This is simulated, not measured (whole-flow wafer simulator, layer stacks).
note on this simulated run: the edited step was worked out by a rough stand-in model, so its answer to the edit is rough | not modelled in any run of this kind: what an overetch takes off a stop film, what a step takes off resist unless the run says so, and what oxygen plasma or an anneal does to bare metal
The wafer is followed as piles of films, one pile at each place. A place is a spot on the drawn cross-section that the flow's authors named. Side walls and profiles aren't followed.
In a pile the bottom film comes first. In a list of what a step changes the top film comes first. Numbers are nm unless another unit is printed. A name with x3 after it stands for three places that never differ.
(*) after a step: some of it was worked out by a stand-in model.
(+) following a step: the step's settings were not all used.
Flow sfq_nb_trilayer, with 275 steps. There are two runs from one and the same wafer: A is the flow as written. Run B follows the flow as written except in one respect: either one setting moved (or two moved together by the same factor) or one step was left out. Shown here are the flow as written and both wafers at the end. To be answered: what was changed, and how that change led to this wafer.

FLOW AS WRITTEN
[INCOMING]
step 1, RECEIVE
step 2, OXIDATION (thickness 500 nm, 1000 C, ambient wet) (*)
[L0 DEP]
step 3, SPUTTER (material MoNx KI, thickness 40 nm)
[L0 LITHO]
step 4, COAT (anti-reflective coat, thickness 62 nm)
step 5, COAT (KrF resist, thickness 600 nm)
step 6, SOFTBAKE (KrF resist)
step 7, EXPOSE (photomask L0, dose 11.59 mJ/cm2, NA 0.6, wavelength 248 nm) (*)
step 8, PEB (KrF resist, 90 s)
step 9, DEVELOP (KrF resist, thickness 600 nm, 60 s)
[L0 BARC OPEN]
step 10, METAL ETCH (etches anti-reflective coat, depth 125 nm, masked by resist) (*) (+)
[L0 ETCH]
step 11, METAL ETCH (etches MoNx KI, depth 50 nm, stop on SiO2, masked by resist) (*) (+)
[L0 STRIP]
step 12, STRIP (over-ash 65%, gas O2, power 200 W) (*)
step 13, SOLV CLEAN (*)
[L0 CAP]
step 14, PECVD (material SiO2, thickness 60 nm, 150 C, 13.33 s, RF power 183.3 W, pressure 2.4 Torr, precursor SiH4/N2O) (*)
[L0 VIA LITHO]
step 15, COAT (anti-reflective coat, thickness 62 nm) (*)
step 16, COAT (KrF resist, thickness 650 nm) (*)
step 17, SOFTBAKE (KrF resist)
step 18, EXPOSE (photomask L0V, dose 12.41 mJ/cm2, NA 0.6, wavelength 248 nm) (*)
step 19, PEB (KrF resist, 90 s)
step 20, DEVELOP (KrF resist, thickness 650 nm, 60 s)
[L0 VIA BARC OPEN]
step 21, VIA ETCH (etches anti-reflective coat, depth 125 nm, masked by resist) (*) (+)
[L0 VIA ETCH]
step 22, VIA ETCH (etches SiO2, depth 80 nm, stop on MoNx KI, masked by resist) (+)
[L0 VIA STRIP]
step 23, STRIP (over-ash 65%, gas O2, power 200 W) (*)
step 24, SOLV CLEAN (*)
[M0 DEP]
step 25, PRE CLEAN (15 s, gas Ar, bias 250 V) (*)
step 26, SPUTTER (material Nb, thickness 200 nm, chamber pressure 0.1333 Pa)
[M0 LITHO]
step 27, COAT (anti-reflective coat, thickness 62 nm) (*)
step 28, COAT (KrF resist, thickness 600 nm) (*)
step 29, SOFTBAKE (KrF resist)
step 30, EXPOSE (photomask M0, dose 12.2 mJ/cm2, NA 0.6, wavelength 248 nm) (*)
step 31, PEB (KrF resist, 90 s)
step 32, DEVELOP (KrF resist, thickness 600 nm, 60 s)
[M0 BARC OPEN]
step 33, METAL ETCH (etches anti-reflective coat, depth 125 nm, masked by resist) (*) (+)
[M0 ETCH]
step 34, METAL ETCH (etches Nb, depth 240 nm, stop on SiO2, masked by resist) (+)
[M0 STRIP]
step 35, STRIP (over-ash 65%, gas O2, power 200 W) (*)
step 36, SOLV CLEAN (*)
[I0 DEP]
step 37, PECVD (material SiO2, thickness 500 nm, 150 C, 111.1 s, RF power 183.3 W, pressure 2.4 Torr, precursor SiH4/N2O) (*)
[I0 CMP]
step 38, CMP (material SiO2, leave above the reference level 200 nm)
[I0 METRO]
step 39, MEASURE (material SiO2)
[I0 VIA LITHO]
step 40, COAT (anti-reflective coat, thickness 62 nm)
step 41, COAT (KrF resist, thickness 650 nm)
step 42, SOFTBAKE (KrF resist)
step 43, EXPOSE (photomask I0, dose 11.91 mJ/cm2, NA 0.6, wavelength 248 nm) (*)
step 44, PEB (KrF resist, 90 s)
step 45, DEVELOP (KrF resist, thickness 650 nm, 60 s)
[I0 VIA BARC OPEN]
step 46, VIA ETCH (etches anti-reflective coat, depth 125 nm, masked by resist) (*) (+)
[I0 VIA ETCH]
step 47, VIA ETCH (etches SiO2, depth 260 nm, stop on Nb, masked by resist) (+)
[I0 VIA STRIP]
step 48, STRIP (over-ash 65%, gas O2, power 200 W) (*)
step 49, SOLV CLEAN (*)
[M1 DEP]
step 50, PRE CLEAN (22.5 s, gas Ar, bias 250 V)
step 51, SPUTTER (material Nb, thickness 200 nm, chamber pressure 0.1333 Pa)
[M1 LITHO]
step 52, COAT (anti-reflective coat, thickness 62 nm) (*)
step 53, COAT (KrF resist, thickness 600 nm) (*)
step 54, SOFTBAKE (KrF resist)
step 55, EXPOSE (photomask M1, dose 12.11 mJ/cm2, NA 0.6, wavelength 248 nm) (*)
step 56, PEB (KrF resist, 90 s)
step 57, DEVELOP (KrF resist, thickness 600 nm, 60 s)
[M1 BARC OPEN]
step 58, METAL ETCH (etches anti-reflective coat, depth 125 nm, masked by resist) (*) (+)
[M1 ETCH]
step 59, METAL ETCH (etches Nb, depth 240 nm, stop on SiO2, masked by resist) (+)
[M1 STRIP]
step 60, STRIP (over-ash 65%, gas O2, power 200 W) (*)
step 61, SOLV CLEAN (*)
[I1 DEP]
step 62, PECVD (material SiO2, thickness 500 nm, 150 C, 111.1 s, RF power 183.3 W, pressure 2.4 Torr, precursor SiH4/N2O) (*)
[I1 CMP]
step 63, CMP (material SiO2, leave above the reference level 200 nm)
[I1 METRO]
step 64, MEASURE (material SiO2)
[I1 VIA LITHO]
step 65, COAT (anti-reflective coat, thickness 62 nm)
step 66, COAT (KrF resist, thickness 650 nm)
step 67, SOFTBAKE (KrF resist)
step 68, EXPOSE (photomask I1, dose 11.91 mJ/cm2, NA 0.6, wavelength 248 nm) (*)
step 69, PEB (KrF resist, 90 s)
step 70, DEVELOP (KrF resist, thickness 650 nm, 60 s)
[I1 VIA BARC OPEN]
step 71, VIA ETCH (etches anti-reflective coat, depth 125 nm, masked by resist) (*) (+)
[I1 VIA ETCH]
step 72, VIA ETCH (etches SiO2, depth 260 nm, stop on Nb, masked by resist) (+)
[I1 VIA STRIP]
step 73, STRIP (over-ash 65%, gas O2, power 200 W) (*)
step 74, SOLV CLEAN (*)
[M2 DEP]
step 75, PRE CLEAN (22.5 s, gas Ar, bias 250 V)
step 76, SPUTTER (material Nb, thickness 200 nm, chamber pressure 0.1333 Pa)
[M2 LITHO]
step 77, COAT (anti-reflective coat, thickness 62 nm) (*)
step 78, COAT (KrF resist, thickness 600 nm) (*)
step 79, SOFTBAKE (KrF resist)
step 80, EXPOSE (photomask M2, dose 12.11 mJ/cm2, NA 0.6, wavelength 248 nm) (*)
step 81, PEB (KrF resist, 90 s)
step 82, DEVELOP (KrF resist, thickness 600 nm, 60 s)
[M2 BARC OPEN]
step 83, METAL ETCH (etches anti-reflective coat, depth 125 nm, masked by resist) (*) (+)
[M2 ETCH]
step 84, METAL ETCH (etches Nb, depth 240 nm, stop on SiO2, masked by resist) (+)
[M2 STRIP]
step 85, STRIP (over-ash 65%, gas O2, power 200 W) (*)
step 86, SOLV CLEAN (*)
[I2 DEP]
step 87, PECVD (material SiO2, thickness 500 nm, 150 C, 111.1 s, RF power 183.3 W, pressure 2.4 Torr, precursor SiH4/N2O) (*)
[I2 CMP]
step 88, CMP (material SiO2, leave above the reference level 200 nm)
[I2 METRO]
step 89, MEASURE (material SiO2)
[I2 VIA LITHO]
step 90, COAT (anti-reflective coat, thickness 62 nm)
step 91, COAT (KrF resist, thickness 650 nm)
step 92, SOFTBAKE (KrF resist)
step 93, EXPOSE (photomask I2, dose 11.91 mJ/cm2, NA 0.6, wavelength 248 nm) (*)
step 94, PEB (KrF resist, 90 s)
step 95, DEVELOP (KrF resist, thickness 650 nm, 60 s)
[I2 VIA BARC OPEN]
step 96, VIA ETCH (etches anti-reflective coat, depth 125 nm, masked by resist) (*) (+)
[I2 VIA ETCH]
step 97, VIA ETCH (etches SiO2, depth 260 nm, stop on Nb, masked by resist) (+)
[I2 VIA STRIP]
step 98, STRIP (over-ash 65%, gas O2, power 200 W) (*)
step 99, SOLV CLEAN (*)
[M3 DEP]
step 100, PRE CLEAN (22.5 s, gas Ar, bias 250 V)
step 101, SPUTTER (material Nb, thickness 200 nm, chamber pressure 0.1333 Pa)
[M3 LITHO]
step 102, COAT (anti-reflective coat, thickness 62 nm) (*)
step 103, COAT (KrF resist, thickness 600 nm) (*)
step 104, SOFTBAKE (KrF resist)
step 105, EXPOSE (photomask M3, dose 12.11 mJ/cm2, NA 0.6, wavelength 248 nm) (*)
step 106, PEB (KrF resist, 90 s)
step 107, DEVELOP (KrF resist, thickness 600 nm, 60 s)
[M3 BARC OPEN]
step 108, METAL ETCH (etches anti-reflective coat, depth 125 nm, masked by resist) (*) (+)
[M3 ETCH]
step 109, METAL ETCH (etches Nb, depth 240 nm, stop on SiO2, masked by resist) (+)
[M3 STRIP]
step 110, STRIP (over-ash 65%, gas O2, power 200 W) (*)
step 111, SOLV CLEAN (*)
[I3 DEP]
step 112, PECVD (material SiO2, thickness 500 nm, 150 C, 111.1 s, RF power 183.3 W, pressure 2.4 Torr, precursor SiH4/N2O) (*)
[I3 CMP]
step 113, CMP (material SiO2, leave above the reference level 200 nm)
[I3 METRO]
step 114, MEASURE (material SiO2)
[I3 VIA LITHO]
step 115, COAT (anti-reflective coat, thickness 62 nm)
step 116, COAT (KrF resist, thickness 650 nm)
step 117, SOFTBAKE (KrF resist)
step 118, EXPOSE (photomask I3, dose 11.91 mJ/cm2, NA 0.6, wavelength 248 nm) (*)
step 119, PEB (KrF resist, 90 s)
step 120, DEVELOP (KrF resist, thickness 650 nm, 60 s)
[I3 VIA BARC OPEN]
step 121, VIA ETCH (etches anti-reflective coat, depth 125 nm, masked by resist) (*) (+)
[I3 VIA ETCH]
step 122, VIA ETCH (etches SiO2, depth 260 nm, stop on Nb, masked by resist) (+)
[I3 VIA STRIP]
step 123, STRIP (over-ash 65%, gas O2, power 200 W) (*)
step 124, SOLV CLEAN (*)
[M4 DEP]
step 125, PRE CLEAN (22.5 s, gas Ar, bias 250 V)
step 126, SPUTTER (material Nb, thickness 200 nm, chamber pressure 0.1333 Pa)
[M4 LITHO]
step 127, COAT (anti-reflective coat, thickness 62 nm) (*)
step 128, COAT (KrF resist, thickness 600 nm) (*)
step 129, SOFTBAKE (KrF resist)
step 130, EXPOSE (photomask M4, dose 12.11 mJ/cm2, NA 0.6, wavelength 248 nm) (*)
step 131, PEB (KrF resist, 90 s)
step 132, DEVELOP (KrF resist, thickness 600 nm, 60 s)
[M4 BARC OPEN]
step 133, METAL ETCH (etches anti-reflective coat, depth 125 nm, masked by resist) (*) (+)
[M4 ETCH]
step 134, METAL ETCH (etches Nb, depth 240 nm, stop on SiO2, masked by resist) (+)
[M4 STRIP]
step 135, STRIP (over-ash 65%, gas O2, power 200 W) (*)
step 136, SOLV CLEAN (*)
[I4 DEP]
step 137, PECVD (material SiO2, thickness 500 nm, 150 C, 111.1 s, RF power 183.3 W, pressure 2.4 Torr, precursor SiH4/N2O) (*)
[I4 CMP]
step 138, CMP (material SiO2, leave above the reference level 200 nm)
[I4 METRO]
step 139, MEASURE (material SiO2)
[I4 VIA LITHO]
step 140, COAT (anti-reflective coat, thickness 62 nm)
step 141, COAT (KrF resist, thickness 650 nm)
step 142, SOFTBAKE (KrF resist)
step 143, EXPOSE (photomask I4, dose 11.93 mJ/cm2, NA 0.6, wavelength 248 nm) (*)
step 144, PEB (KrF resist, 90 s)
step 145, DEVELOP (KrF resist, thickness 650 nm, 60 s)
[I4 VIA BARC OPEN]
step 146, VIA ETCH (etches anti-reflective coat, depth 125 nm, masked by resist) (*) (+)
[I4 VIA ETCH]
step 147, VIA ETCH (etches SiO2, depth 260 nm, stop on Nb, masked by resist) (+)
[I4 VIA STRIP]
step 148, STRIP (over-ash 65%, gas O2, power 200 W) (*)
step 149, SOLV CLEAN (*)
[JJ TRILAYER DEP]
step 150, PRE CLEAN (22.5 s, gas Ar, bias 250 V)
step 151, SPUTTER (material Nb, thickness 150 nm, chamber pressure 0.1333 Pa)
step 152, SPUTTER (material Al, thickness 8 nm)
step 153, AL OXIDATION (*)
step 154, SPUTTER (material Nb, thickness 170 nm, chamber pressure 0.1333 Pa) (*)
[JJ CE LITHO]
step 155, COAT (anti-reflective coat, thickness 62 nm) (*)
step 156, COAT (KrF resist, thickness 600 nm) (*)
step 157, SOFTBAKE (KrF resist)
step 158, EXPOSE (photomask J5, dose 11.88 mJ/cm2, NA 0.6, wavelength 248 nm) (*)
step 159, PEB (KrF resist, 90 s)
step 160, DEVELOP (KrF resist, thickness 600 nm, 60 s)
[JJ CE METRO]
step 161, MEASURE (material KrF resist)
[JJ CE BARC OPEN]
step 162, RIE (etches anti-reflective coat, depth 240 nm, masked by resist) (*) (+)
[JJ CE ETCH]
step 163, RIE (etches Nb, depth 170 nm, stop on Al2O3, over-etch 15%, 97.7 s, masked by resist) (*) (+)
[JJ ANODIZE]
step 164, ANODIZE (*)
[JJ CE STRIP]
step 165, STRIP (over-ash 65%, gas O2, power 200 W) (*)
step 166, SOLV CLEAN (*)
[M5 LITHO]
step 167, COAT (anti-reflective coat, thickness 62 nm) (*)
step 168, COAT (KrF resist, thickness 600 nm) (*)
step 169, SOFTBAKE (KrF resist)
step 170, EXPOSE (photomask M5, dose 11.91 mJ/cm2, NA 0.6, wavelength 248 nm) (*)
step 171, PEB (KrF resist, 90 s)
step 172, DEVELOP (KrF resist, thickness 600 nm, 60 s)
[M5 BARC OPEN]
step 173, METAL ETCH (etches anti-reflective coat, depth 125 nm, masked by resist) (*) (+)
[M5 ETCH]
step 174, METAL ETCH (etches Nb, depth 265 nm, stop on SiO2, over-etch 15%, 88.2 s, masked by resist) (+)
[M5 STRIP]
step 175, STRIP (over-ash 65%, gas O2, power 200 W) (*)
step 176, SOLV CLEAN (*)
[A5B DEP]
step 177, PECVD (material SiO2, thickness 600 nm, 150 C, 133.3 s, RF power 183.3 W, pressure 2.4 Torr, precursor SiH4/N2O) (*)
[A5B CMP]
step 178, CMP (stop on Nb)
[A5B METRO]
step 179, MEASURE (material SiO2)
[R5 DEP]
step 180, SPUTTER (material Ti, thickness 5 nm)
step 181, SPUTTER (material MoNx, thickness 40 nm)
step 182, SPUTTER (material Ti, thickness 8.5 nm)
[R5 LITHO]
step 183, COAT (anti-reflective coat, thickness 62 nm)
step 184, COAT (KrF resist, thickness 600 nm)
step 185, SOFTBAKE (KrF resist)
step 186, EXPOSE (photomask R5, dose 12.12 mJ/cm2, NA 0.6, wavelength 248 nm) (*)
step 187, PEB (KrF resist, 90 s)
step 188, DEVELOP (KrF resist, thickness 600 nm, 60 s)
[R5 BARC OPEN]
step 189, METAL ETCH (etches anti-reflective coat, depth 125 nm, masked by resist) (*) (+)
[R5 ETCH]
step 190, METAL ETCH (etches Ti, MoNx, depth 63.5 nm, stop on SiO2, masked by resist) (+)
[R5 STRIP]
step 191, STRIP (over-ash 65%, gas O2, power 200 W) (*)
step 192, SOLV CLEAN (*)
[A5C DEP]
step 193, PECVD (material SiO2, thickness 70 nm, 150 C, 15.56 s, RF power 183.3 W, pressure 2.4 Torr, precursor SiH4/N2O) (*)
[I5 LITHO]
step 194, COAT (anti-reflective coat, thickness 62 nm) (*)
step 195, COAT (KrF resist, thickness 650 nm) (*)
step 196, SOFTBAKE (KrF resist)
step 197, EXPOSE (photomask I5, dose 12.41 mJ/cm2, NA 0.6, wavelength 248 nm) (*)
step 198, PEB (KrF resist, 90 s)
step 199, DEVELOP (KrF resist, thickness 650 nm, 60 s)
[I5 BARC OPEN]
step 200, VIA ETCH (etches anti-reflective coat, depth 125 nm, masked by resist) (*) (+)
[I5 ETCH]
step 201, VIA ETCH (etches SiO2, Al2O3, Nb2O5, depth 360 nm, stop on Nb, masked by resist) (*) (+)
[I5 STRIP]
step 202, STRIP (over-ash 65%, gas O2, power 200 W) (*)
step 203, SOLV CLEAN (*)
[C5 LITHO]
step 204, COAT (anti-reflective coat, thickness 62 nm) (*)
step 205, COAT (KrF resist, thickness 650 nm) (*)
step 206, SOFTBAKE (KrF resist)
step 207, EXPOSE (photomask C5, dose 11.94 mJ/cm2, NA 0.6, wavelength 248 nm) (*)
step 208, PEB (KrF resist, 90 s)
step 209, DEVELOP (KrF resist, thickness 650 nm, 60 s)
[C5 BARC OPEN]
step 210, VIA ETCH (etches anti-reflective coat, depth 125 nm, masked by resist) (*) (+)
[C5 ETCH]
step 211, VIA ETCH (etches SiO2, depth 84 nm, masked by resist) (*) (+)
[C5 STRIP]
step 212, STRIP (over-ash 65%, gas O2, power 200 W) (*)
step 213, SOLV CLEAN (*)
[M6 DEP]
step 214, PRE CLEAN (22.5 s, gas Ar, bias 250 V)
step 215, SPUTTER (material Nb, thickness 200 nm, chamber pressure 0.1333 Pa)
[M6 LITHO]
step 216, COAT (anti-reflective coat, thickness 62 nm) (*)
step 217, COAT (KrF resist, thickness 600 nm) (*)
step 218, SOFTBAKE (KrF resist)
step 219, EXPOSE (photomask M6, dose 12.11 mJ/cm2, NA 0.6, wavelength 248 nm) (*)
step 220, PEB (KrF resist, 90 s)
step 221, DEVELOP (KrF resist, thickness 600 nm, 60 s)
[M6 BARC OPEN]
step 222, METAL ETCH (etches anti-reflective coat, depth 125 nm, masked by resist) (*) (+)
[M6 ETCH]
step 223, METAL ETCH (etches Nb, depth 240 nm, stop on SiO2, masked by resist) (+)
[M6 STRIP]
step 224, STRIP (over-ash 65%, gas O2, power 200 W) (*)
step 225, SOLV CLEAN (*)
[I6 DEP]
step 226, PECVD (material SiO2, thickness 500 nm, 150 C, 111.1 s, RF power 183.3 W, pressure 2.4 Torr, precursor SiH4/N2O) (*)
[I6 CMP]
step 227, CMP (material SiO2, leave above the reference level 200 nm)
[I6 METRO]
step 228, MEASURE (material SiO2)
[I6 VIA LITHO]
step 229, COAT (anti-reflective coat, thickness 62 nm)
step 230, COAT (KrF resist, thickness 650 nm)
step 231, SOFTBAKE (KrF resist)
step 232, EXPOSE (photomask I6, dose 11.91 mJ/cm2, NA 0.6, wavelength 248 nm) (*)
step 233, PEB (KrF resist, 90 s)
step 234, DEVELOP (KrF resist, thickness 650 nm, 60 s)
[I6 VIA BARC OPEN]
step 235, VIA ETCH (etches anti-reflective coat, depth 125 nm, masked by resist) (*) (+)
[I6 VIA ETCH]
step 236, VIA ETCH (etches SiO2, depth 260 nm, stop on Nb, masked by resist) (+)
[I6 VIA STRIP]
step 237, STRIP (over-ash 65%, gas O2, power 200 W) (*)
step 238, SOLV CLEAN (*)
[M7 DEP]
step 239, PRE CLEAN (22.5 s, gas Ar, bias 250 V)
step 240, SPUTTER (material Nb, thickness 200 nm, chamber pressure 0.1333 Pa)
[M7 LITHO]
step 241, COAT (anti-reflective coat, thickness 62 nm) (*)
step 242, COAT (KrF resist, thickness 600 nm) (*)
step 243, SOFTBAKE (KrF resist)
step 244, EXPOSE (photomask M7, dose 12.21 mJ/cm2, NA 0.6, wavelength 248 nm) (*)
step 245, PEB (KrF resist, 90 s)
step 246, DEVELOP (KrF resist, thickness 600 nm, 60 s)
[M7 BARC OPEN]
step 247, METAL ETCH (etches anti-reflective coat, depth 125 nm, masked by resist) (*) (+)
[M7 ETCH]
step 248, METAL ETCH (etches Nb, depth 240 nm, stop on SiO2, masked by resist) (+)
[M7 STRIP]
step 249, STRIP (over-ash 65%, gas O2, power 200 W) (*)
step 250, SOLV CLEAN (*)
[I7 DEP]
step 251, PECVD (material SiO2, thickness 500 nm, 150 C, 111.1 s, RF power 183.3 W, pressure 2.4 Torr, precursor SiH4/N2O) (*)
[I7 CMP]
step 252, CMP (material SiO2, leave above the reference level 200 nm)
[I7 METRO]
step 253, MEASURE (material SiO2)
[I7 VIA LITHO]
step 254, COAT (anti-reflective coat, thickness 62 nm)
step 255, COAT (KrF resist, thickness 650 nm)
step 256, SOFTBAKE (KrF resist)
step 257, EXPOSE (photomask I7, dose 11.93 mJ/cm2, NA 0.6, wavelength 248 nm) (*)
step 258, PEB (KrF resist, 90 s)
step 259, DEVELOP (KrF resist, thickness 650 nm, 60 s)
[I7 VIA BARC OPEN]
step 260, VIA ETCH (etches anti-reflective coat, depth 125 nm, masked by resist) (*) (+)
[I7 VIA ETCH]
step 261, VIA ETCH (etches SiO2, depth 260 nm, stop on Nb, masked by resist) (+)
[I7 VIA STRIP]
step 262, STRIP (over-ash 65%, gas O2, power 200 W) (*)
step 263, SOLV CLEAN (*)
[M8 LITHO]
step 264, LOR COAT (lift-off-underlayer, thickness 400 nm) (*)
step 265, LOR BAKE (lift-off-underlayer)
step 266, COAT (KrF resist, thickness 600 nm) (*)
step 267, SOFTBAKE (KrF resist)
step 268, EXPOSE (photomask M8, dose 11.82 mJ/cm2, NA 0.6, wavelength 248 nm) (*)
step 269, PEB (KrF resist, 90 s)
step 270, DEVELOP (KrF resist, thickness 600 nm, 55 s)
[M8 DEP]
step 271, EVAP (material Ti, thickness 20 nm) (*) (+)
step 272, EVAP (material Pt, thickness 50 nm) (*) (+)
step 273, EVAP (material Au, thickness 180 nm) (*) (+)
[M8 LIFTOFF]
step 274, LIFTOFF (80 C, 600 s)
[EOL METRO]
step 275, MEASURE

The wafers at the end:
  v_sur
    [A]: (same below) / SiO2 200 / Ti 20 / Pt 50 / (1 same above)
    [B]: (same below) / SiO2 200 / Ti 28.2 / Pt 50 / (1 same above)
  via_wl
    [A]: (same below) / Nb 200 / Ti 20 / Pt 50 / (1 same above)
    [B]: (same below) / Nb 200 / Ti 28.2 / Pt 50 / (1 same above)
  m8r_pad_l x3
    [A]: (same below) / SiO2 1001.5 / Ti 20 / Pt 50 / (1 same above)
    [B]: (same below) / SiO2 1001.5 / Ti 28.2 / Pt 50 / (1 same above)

What caused this: step 271, EVAP: thickness 28.2 nm was run, whereas the flow has thickness 20 nm.
One can read it off the wafer: v_sur has Ti 28.2, and step 271 as written asks for 20 nm.

The path from the change to this, step by step:
  step 271, EVAP (material Ti, thickness 20 nm) (*) (+)
      field_l, v_sur, via_wl and 103 more: A Ti gains 20 (new film) | B Ti gains 28.2 (new film)
  step 274, LIFTOFF (80 C, 600 s)
      p4_fl x3, p4_w1 x9, p4_g1 x2 and 60 more: A Au loses 180 (all of it), Pt loses 50 (all of it), Ti loses 20 (all of it), KrF resist loses 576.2 (all of it), lift-off-underlayer loses 400 (all of it) | B Au loses 180 (all of it), Pt loses 50 (all of it), Ti loses 28.2 (all of it), KrF resist loses 576.2 (all of it), lift-off-underlayer loses 400 (all of it)
      c5j, ce_r: A Au loses 180 (all of it), Pt loses 50 (all of it), Ti loses 20 (all of it), KrF resist loses 573.3 (all of it), lift-off-underlayer loses 399.3 (all of it) | B Au loses 180 (all of it), Pt loses 50 (all of it), Ti loses 28.2 (all of it), KrF resist loses 573.3 (all of it), lift-off-underlayer loses 399.3 (all of it)
      (also at 19 further places)
